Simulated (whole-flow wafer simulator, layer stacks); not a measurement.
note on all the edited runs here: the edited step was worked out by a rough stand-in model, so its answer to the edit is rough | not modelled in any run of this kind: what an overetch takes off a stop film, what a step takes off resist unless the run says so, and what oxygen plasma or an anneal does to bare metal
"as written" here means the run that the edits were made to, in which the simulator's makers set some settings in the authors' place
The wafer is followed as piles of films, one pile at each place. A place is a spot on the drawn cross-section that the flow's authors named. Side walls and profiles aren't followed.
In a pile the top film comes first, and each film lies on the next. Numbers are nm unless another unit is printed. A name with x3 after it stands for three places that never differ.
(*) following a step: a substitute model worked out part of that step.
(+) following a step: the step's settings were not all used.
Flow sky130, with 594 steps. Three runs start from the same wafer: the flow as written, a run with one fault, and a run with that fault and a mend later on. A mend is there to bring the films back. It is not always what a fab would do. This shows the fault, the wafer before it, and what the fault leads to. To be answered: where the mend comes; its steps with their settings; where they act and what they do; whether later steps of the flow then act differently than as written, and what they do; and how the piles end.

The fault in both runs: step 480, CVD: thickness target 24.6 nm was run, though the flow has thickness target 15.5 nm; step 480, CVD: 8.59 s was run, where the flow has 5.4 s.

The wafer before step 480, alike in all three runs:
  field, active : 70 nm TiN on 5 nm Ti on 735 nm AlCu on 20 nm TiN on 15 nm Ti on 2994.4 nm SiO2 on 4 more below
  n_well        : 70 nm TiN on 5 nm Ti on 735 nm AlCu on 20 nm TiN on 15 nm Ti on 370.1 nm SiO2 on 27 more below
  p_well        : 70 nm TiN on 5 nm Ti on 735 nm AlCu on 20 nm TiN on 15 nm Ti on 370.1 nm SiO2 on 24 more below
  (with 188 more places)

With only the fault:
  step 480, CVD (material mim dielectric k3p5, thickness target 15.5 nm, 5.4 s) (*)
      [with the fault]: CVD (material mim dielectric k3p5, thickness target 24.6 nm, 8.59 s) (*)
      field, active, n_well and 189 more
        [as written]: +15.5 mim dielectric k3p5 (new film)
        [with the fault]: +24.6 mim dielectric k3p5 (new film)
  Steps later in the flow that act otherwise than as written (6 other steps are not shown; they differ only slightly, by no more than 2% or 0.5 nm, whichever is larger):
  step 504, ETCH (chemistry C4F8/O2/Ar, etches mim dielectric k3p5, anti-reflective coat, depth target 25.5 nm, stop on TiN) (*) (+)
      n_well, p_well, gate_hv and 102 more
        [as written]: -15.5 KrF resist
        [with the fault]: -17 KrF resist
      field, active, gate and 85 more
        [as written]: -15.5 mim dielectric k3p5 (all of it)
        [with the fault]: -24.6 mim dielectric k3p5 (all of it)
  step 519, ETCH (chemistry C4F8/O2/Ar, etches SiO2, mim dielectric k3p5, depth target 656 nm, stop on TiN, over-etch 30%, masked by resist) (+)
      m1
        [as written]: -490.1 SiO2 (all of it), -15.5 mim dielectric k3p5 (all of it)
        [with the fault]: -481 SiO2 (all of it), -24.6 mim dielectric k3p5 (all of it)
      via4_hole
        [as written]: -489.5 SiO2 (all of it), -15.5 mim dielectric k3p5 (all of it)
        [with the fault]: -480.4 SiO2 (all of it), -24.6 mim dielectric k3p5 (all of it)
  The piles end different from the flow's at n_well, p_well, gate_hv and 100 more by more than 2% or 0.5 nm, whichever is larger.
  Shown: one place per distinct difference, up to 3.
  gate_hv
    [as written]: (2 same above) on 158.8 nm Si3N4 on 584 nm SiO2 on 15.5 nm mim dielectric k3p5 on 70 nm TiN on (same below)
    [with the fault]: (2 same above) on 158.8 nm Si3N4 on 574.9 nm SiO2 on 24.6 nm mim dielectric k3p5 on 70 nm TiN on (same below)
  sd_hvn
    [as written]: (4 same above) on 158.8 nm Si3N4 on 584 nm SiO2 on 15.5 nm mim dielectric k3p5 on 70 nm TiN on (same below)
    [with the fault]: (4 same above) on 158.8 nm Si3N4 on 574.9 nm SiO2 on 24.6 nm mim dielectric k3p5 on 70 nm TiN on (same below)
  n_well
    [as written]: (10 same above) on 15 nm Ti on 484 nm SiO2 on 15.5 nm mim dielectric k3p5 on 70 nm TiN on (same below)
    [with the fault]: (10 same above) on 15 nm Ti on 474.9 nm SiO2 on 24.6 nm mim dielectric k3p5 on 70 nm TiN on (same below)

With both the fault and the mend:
  After step 480 comes the mend.
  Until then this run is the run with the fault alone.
  step 480a, ETCH (chemistry C4F8/O2/Ar, etches mim dielectric k3p5, anti-reflective coat, depth target 9.1 nm) (*) (the flow's step 450, run once more with other settings)
      field, active, n_well and 189 more
        -9.1 mim dielectric k3p5
  Every later step of the flow that is run acts as written at every place that is followed.
  By the end, the piles equal the flow's at every place that both follow.
